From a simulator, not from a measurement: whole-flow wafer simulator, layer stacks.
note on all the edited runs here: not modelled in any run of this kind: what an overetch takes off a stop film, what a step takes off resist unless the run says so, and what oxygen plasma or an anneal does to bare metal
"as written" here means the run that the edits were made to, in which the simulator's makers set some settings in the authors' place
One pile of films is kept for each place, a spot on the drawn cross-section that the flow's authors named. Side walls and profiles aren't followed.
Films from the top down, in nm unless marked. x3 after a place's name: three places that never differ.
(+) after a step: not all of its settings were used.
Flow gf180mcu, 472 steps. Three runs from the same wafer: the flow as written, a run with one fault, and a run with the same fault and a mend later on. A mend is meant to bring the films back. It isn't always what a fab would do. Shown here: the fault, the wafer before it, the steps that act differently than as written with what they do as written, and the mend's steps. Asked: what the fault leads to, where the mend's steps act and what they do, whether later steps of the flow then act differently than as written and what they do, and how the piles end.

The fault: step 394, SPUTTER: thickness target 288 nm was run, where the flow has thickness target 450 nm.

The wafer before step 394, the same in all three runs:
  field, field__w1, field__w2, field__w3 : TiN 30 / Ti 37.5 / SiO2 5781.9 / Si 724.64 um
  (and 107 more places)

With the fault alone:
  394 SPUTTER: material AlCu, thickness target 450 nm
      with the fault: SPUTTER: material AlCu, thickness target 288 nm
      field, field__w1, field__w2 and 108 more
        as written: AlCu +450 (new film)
        with the fault: AlCu +288 (new film)
  Later steps of the flow that act differently than as written (2 more steps differ only slightly, by at most 2% or 0.5 nm, whichever is larger, and aren't shown):
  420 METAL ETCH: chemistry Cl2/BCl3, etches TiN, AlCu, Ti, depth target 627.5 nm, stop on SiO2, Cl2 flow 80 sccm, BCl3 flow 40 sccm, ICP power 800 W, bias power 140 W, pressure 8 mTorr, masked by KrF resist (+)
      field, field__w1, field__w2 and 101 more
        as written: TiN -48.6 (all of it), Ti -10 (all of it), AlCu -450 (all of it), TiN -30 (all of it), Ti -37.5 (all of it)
        with the fault: TiN -48.6 (all of it), Ti -10 (all of it), AlCu -288 (all of it), TiN -30 (all of it), Ti -37.5 (all of it)
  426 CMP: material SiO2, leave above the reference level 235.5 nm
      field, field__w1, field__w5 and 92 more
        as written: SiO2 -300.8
        with the fault: SiO2 -462.8
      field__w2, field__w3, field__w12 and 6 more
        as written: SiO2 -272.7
        with the fault: SiO2 -442
  At the end the piles differ from the flow's by more than 2% or 0.5 nm, whichever is larger, at field__w4, field__w8, active and 60 more.
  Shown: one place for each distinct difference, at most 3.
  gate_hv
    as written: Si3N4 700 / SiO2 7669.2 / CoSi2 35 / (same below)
    with the fault: Si3N4 700 / SiO2 7507.2 / CoSi2 35 / (same below)
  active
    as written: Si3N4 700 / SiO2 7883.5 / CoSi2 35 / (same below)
    with the fault: Si3N4 700 / SiO2 7721.5 / CoSi2 35 / (same below)
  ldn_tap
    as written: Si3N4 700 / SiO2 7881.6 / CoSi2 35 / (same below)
    with the fault: Si3N4 700 / SiO2 7719.6 / CoSi2 35 / (same below)

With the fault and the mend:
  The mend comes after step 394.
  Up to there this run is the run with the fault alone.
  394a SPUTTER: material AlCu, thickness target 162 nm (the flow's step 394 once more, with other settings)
      field, field__w1, field__w2 and 108 more
        AlCu +162
  No later step of the flow acts differently than as written at any place that is followed.
  At the end the piles are the same as the flow's at every place that both follow.
